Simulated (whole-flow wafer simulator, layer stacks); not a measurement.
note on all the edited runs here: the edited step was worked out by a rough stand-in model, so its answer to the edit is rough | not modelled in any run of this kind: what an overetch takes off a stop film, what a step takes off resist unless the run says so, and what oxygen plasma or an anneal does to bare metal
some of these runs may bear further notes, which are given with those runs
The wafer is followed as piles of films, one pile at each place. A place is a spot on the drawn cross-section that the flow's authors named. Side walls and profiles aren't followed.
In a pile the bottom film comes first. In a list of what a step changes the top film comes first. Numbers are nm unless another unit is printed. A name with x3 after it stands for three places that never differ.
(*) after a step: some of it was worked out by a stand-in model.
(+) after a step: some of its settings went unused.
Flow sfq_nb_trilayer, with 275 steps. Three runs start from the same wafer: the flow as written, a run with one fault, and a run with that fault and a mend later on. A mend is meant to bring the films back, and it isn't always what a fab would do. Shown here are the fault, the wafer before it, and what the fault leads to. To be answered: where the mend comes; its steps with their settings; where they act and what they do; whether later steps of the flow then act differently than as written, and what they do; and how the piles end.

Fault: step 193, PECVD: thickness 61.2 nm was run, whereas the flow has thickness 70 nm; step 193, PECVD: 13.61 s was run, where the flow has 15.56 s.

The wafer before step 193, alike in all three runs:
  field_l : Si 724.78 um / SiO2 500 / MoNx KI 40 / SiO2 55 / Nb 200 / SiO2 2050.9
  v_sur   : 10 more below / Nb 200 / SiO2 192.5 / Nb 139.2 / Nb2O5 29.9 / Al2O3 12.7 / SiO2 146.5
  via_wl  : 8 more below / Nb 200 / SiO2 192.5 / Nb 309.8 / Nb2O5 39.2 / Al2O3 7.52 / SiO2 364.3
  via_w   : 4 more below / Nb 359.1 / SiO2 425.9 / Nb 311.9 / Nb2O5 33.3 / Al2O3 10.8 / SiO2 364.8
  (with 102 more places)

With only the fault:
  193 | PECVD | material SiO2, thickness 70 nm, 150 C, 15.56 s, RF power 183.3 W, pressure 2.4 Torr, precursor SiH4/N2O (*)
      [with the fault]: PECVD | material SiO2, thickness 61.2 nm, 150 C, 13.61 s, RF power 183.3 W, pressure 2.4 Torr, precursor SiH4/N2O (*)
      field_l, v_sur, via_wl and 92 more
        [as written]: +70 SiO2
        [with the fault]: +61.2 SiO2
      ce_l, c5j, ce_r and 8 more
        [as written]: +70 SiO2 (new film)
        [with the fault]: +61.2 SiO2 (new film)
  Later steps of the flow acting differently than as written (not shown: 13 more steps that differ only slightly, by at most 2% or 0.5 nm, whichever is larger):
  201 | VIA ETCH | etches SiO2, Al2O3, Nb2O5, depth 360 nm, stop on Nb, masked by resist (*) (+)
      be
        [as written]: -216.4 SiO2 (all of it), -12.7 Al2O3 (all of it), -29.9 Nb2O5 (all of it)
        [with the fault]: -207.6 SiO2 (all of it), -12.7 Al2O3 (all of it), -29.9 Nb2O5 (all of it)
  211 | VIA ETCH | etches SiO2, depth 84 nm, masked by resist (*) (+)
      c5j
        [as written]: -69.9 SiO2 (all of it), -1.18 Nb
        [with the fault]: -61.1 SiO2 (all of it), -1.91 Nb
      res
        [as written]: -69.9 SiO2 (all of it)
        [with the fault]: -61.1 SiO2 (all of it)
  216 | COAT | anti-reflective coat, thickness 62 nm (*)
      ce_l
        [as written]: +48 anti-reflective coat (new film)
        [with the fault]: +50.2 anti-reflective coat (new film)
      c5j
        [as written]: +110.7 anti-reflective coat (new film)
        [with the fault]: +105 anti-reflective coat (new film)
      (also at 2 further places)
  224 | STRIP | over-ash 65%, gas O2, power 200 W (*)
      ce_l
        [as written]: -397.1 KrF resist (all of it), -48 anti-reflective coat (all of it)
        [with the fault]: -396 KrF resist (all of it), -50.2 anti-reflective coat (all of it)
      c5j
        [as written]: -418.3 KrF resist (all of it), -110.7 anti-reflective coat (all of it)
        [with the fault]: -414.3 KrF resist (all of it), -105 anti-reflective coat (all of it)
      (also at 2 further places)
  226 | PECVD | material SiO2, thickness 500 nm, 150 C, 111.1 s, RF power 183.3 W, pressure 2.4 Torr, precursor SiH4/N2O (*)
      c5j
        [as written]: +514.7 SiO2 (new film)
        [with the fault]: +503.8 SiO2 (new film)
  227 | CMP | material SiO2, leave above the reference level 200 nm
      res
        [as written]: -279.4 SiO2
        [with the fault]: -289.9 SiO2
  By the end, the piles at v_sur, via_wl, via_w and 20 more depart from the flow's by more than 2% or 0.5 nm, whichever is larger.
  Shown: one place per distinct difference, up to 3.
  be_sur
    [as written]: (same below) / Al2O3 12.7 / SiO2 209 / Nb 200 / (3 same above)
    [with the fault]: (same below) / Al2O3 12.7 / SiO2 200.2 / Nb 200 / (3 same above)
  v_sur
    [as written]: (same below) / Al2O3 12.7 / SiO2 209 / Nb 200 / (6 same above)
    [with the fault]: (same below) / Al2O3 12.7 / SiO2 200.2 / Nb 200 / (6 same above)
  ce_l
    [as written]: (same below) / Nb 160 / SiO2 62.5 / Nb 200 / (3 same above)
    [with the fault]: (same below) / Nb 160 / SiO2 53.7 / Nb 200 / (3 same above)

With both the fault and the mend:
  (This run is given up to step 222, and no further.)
  The mend follows step 193.
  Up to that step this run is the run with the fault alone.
  193a | PECVD | material SiO2, thickness 8.8 nm, 150 C, 1.956 s, RF power 183.3 W, pressure 2.4 Torr, precursor SiH4/N2O (a further turn of the flow's step 193, with different settings)
      field_l, v_sur, via_wl and 103 more
        +8.8 SiO2
  None of the later steps of the flow up to step 222 differs from how it acts as written, at any place that is followed, by more than 2% or 0.5 nm, whichever is larger.
  After step 222 the piles are close to the flow's at the places that both follow, differing by at most 2% or 0.5 nm, whichever is larger.
